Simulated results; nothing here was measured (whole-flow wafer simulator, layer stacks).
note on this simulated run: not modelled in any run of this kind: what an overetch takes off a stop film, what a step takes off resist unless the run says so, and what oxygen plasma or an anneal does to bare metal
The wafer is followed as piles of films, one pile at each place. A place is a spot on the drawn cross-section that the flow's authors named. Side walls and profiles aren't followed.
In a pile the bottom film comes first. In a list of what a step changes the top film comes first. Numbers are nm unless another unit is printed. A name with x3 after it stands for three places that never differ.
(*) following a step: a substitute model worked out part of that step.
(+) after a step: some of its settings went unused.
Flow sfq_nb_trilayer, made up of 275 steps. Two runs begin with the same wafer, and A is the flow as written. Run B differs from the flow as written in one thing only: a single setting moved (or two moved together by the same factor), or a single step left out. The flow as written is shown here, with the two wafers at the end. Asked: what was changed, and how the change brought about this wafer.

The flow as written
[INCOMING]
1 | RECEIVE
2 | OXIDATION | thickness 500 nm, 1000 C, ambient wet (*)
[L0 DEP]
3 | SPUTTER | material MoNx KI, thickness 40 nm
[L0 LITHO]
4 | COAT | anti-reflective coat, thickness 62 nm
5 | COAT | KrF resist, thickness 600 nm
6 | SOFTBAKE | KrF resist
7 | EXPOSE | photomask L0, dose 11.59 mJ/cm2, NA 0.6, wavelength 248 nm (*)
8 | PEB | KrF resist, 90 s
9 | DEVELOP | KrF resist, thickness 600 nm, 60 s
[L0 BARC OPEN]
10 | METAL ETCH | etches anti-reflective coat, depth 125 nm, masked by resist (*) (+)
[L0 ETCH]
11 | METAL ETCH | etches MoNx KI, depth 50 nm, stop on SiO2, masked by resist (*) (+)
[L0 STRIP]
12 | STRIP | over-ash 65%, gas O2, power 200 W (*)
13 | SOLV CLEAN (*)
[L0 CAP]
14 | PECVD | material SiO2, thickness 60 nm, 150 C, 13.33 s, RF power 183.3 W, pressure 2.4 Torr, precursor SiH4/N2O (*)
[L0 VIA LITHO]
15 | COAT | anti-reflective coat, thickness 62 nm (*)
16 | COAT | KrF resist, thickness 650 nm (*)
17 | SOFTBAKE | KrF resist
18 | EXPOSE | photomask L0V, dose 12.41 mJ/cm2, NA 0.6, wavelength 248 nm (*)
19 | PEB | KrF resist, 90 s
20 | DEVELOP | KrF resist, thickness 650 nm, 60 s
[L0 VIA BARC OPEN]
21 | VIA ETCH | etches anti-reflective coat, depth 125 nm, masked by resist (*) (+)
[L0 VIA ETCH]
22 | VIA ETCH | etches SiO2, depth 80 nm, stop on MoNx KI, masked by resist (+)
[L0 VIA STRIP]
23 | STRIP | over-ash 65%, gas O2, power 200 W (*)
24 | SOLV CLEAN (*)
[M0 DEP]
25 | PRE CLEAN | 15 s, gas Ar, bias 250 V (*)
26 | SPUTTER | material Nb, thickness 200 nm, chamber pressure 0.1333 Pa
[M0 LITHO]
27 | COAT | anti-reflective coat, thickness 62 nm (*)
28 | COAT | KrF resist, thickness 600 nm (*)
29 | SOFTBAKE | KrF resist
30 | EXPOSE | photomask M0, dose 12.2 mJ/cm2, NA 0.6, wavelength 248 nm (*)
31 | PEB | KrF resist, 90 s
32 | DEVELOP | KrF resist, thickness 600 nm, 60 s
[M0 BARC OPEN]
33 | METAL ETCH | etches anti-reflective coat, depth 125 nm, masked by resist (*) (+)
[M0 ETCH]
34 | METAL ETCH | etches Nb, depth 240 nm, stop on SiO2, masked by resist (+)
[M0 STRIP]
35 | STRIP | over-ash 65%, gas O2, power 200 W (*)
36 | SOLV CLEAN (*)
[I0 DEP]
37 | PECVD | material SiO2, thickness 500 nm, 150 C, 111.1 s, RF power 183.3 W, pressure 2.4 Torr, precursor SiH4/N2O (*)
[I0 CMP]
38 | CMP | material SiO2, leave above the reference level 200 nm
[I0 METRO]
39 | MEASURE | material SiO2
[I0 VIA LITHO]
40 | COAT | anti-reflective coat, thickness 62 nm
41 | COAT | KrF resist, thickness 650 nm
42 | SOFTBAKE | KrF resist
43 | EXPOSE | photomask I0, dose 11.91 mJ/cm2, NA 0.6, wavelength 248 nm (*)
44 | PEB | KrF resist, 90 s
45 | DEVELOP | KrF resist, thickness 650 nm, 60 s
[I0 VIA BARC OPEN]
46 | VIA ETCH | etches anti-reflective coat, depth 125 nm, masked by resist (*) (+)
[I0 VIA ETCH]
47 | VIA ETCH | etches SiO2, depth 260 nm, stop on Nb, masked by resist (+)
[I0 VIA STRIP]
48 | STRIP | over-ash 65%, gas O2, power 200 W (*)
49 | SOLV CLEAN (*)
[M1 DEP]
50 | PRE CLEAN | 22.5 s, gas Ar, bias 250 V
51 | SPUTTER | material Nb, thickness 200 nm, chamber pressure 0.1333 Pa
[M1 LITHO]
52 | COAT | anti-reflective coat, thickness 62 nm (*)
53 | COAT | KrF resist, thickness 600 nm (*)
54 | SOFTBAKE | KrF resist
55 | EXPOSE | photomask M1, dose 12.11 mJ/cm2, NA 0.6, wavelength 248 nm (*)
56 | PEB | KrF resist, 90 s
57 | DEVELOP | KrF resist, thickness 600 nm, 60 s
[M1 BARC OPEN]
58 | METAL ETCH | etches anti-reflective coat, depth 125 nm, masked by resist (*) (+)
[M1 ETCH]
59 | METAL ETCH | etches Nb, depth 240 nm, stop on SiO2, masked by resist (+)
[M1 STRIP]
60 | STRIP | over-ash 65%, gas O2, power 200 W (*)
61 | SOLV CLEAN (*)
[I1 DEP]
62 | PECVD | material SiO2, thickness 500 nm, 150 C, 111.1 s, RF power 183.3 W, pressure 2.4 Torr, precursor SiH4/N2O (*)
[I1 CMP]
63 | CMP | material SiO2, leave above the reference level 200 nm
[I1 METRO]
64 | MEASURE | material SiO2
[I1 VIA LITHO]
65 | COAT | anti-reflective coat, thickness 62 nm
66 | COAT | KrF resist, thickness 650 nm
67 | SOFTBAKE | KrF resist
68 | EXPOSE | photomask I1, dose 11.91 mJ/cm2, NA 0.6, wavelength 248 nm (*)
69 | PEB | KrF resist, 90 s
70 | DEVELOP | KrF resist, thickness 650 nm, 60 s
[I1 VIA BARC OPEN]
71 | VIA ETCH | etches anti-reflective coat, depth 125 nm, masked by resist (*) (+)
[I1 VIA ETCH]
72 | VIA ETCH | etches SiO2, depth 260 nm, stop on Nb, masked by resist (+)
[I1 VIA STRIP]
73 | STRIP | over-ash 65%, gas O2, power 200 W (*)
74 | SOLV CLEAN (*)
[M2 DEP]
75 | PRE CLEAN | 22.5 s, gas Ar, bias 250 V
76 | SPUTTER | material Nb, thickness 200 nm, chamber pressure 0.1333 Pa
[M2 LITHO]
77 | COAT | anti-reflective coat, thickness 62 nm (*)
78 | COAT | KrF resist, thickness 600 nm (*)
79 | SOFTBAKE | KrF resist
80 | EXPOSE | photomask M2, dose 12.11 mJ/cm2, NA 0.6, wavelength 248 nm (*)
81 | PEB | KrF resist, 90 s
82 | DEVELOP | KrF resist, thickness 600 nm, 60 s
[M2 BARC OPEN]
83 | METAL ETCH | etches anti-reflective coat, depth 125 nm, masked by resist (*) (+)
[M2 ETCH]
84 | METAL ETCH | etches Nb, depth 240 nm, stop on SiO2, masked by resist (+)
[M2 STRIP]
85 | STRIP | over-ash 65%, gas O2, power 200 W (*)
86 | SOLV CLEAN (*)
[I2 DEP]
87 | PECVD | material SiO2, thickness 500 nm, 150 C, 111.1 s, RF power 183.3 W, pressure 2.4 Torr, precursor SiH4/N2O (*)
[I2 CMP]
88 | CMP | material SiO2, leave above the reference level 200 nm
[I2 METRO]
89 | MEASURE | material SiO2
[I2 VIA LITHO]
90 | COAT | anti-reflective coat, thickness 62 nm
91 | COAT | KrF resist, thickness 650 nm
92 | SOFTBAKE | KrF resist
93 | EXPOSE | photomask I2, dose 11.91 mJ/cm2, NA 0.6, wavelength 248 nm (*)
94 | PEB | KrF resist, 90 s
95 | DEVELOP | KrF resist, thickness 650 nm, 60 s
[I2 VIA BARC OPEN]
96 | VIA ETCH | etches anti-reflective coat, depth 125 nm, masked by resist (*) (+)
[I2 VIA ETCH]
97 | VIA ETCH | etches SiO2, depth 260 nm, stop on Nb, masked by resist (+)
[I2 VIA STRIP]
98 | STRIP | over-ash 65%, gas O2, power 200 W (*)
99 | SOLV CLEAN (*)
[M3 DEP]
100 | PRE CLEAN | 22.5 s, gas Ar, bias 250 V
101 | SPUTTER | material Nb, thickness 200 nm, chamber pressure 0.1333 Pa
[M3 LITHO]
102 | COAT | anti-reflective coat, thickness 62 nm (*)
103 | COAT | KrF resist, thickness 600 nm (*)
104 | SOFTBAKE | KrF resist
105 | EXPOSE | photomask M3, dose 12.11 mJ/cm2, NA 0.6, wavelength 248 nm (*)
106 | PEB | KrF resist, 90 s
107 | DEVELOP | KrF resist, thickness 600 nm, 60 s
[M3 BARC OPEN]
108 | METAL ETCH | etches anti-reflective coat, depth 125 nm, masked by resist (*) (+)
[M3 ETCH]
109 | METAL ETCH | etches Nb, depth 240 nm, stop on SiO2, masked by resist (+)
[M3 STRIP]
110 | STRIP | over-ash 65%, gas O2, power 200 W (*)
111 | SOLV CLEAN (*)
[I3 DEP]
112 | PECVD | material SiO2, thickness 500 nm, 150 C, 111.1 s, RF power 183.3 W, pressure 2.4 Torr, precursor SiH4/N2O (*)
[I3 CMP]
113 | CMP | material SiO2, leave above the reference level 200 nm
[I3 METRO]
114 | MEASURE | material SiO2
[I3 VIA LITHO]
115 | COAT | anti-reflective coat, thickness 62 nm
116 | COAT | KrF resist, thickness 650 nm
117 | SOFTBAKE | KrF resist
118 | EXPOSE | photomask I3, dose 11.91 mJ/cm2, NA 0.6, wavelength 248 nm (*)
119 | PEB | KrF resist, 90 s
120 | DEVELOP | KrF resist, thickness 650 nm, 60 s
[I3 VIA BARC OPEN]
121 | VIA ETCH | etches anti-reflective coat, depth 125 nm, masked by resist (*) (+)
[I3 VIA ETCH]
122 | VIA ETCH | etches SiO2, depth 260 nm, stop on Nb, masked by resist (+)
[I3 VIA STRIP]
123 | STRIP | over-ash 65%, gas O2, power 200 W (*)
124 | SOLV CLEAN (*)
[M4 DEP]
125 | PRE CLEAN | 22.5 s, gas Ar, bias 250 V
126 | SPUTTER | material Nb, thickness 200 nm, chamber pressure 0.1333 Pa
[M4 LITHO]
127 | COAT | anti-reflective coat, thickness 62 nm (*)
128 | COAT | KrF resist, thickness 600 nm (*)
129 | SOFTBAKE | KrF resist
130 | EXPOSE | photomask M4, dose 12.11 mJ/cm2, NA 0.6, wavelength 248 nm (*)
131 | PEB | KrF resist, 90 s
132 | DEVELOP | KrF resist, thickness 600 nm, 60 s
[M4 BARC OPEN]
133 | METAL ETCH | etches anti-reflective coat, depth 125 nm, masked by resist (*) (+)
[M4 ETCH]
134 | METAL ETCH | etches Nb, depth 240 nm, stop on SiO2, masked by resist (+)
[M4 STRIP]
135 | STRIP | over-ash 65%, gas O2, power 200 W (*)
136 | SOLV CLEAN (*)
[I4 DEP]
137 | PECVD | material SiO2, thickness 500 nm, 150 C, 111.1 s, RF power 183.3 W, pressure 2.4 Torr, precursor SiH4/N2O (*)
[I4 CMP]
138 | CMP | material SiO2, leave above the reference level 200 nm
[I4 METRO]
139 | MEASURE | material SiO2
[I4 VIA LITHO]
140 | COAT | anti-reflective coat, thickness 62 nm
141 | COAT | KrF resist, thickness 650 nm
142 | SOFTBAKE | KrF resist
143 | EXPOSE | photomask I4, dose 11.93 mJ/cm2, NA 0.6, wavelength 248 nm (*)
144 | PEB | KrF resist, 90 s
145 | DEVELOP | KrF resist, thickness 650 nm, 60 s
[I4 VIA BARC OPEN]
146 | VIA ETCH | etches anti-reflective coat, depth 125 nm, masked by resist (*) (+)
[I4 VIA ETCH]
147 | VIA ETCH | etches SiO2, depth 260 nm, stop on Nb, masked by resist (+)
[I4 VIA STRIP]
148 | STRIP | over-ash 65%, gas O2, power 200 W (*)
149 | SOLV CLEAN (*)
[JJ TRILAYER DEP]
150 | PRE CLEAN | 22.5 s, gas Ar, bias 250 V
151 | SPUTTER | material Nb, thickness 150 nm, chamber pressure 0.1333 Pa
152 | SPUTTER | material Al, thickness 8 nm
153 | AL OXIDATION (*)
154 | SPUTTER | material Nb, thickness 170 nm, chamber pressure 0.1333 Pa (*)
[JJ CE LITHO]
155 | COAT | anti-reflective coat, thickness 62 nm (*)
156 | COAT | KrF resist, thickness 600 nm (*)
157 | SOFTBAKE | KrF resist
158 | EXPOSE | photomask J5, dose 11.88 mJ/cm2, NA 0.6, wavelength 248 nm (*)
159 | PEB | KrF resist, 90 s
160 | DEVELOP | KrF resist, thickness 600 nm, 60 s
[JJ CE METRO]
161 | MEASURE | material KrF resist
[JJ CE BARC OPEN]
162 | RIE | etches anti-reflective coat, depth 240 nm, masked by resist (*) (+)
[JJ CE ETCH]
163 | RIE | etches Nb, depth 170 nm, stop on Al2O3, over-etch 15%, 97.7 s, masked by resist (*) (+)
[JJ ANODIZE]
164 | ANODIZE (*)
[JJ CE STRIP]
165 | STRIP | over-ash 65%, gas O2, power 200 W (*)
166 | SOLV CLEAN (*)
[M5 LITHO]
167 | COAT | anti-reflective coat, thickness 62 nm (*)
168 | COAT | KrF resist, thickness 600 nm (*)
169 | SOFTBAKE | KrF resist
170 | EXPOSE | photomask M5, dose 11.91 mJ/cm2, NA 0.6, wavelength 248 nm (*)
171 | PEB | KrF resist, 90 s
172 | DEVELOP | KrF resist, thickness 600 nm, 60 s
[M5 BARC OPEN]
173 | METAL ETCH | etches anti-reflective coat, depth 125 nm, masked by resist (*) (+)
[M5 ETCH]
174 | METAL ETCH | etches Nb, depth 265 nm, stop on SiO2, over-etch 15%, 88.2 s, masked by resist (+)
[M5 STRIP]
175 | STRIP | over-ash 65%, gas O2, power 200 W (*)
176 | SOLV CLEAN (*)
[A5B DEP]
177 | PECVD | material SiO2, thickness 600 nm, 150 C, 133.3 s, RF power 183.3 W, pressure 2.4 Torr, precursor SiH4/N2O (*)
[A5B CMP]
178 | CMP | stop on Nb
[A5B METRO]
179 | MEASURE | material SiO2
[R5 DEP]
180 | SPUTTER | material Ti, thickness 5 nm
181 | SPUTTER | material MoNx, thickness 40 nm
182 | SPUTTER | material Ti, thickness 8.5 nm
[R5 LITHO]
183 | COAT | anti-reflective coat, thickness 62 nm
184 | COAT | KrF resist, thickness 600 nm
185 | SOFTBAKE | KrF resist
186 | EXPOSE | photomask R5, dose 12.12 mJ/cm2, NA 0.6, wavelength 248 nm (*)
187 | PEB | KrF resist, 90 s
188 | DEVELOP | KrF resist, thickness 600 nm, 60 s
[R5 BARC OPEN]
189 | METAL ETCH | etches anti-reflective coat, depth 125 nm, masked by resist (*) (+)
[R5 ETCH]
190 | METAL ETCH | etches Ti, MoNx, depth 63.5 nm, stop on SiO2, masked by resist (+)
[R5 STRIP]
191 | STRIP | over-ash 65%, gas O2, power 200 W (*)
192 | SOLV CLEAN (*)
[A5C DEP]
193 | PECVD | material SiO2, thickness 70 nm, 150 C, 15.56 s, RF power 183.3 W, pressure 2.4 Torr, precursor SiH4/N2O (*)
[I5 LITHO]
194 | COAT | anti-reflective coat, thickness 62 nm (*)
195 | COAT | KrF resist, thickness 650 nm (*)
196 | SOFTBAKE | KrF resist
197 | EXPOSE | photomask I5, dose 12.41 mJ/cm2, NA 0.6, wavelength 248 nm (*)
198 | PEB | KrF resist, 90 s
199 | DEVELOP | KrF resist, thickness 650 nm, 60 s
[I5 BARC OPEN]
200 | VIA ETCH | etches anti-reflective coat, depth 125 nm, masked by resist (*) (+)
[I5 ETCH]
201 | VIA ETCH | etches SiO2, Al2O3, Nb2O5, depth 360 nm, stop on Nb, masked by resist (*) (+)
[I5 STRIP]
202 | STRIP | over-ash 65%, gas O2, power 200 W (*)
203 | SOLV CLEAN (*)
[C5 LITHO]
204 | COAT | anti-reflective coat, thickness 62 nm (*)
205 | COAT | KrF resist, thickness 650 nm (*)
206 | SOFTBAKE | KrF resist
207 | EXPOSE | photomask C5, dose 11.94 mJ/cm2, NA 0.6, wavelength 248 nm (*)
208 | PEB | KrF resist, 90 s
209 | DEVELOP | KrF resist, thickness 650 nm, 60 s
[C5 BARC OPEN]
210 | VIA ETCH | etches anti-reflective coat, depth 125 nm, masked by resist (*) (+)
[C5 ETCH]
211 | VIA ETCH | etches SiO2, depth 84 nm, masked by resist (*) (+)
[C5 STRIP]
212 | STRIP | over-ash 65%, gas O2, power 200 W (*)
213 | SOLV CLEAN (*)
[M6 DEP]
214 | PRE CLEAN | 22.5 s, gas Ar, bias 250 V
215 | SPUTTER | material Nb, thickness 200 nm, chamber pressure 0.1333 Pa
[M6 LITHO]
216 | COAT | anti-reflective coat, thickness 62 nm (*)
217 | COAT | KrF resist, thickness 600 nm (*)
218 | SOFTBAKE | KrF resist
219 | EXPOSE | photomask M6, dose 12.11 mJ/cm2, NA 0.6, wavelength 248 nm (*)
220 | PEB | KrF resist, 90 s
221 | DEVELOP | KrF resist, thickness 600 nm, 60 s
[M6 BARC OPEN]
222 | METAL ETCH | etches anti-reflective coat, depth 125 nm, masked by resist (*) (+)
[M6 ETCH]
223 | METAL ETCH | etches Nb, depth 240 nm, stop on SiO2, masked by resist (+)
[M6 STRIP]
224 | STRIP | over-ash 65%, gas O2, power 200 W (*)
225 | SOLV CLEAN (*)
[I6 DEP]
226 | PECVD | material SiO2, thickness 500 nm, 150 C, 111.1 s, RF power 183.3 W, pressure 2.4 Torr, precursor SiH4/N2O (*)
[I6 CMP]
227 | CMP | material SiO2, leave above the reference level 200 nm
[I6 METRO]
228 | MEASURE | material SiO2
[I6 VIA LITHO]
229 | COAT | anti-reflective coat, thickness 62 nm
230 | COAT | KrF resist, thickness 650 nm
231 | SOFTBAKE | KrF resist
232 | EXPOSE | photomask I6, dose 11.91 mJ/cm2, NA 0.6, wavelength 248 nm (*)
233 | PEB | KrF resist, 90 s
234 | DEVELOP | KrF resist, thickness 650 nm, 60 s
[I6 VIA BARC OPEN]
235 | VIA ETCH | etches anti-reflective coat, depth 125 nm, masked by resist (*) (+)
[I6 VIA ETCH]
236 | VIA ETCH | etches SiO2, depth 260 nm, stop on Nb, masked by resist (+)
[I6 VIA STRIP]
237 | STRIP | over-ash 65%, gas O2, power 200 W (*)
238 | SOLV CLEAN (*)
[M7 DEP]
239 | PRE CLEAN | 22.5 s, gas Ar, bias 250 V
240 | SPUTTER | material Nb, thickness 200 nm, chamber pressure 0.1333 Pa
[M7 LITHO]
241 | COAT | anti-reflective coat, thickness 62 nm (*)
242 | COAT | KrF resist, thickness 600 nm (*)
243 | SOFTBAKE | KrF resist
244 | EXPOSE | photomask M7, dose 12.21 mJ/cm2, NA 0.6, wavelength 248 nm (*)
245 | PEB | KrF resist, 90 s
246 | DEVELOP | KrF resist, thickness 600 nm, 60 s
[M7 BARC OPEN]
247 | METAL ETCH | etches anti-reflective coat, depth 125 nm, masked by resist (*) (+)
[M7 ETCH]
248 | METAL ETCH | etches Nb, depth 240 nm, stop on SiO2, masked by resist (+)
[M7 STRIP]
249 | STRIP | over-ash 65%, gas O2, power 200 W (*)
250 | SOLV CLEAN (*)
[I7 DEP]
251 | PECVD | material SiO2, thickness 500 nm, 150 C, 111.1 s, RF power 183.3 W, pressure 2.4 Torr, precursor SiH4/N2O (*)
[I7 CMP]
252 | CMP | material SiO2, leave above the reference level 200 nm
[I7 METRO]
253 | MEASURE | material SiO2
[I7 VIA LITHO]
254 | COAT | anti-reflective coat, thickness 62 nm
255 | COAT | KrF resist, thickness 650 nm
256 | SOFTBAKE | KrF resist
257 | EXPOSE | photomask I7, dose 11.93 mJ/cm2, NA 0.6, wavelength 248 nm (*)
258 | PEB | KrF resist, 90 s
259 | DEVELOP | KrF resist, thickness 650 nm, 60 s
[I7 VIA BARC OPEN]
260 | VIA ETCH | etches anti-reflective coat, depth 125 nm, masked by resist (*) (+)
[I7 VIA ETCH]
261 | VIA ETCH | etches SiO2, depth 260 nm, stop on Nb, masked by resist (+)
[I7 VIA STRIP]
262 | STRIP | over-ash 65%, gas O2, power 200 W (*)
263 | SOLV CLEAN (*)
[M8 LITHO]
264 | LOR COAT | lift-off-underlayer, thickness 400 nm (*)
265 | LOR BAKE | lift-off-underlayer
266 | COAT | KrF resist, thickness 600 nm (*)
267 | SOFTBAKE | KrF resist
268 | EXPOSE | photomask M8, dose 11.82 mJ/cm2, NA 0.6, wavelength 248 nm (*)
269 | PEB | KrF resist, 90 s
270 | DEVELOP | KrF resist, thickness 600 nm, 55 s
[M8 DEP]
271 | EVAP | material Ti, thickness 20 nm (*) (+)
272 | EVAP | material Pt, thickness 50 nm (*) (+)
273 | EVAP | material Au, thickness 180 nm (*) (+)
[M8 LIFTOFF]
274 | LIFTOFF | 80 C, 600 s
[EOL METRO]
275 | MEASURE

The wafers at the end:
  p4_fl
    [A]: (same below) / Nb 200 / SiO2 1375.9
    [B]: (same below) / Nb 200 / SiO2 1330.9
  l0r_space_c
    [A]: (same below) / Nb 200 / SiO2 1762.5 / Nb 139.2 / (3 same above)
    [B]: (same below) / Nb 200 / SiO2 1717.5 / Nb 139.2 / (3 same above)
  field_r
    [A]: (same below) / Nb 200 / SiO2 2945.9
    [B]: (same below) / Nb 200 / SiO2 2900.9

The reason: step 138, CMP: leave above the reference level 155 nm was run, while the flow as written has leave above the reference level 200 nm.

How this came from the change, step by step:
  138 | CMP | material SiO2, leave above the reference level 200 nm
      field_l, be, be_sur and 55 more: A -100 SiO2 | B -145 SiO2
      v_sur, via_wl, via_w and 35 more: A -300 SiO2 | B -345 SiO2
      (also at 10 further places)
  147 | VIA ETCH | etches SiO2, depth 260 nm, stop on Nb, masked by resist (+)
      field_l, v_sur, via_sp and 100 more: A -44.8 KrF resist | B -40 KrF resist
      via_wl, via_w, via_wr: A -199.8 SiO2 (all of it) | B -154.8 SiO2 (all of it)
  151 | SPUTTER | material Nb, thickness 150 nm, chamber pressure 0.1333 Pa
      via_wl, via_w, via_wr: A +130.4 Nb | B +135.6 Nb
  154 | SPUTTER | material Nb, thickness 170 nm, chamber pressure 0.1333 Pa (*)
      via_wl, via_wr: A +140.7 Nb (new film) | B +148.5 Nb (new film)
      via_w: A +141 Nb (new film) | B +148.8 Nb (new film)
  155 | COAT | anti-reflective coat, thickness 62 nm (*)
      via_wl, via_wr: A +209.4 anti-reflective coat (new film) | B +167 anti-reflective coat (new film)
      v_sur: A +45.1 anti-reflective coat (new film) | B +47.1 anti-reflective coat (new film)
      (also at 2 further places)
  156 | COAT | KrF resist, thickness 600 nm (*)
      via_w: A +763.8 KrF resist (new film) | B +721 KrF resist (new film)
  160 | DEVELOP | KrF resist, thickness 600 nm, 60 s
      via_w: A -762.1 KrF resist (all of it) | B -719.5 KrF resist (all of it)
  162 | RIE | etches anti-reflective coat, depth 240 nm, masked by resist (*) (+)
      ce_l, c5j, ce_r, wl_jj: A -209.4 KrF resist | B -167 KrF resist
      via_wl, via_wr: A -209.4 anti-reflective coat (all of it) | B -167 anti-reflective coat (all of it)
      (also at 3 further places)
  163 | RIE | etches Nb, depth 170 nm, stop on Al2O3, over-etch 15%, 97.7 s, masked by resist (*) (+)
      via_wl, via_wr: A -140.7 Nb (all of it), -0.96 Al2O3 (all of it) | B -148.5 Nb (all of it), -0.96 Al2O3 (all of it)
      via_w: A -141 Nb (all of it), -0.96 Al2O3 (all of it) | B -148.8 Nb (all of it), -0.96 Al2O3 (all of it)
  164 | ANODIZE (*)
      via_w: A +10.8 Al2O3 (new film), +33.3 Nb2O5 (new film), -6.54 Al (all of it), -12 Nb | B +11.3 Al2O3 (new film), +32.5 Nb2O5 (new film), -6.84 Al (all of it), -11.7 Nb
  165 | STRIP | over-ash 65%, gas O2, power 200 W (*)
      ce_l: A -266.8 KrF resist (all of it), -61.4 anti-reflective coat (all of it) | B -309.5 KrF resist (all of it), -61.6 anti-reflective coat (all of it)
      c5j: A -266.9 KrF resist (all of it), -61.5 anti-reflective coat (all of it) | B -309.5 KrF resist (all of it), -61.6 anti-reflective coat (all of it)
      (also at 2 further places)
  167 | COAT | anti-reflective coat, thickness 62 nm (*)
      v_sur: A +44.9 anti-reflective coat (new film) | B +43.7 anti-reflective coat (new film)
      via_wl: A +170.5 anti-reflective coat (new film) | B +128.2 anti-reflective coat (new film)
      (also at 2 further places)
  168 | COAT | KrF resist, thickness 600 nm (*)
      via_w: A +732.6 KrF resist (new film) | B +703.1 KrF resist (new film)
  175 | STRIP | over-ash 65%, gas O2, power 200 W (*)
      v_sur: A -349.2 KrF resist (all of it), -44.9 anti-reflective coat (all of it) | B -356.9 KrF resist (all of it), -43.7 anti-reflective coat (all of it)
      via_wl: A -427 KrF resist (all of it), -170.5 anti-reflective coat (all of it) | B -428.4 KrF resist (all of it), -128.2 anti-reflective coat (all of it)
      (also at 2 further places)
  178 | CMP | stop on Nb
      via_wl, via_wr: A -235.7 SiO2 | B -285.9 SiO2
      via_w: A -235.2 SiO2 | B -285.4 SiO2
